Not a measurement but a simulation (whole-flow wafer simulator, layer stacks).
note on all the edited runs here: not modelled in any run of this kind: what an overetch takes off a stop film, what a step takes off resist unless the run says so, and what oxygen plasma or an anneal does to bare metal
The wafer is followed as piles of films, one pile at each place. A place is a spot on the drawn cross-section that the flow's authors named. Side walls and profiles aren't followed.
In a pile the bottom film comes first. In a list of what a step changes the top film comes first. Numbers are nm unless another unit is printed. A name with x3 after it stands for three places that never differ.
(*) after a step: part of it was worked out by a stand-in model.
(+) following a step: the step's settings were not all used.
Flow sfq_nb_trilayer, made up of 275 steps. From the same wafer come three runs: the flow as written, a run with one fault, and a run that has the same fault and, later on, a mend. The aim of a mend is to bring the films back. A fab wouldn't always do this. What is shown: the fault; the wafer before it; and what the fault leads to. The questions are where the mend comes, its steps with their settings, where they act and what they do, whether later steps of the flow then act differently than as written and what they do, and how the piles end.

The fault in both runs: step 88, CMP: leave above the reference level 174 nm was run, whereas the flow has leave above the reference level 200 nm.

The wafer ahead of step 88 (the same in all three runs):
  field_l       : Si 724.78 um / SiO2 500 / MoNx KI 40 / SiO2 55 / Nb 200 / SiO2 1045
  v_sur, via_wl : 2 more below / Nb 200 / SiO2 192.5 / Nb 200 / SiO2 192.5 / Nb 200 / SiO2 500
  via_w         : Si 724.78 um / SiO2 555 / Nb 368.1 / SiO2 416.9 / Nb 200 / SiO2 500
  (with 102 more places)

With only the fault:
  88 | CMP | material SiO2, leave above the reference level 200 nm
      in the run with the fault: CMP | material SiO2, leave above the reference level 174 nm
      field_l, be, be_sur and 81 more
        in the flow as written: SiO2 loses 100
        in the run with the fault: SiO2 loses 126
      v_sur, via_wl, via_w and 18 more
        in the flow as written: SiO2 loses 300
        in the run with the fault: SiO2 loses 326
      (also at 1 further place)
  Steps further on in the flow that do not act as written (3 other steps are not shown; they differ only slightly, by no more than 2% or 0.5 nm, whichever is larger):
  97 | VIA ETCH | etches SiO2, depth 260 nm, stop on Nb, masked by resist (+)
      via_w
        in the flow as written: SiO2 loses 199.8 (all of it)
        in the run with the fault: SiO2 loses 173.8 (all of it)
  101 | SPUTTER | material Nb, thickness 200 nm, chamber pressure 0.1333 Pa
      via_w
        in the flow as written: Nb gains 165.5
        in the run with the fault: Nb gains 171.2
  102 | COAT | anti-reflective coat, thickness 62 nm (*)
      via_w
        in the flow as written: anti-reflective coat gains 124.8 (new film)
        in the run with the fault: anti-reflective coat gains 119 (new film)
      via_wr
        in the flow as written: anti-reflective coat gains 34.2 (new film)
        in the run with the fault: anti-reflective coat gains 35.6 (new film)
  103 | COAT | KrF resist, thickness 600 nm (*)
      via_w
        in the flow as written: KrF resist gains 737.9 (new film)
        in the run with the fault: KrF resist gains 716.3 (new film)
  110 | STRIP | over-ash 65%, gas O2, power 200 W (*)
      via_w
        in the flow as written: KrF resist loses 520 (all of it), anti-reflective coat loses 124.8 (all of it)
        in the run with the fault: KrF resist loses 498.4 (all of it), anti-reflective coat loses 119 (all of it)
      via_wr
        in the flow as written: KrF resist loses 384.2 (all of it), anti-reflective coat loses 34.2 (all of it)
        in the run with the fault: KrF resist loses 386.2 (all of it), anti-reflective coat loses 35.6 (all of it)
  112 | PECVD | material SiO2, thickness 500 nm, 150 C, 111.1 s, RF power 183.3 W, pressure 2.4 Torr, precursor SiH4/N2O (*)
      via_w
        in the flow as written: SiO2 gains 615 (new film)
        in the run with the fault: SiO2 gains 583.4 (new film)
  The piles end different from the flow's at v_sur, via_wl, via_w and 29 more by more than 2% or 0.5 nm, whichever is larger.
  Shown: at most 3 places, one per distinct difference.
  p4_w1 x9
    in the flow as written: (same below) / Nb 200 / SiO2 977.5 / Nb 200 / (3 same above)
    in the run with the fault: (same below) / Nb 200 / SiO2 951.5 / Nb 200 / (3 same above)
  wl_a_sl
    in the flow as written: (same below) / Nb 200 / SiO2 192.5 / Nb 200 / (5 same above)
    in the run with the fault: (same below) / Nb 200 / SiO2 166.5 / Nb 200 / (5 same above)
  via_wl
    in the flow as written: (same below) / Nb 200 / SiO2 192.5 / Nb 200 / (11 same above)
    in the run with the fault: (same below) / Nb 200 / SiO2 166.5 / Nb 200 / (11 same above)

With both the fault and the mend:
  After step 89 comes the mend.
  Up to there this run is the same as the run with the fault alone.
  89a | PECVD | material SiO2, thickness 26 nm, 150 C, 5.778 s, RF power 183.3 W, pressure 2.4 Torr, precursor SiH4/N2O (the flow's step 87 again, with other settings)
      field_l, v_sur, via_wl and 103 more
        SiO2 gains 26
  Later steps of the flow that are run all act as written at every place that is followed, up to a difference of at most 2% or 0.5 nm, whichever is larger.
  By the end, the piles equal the flow's at every place that both follow.
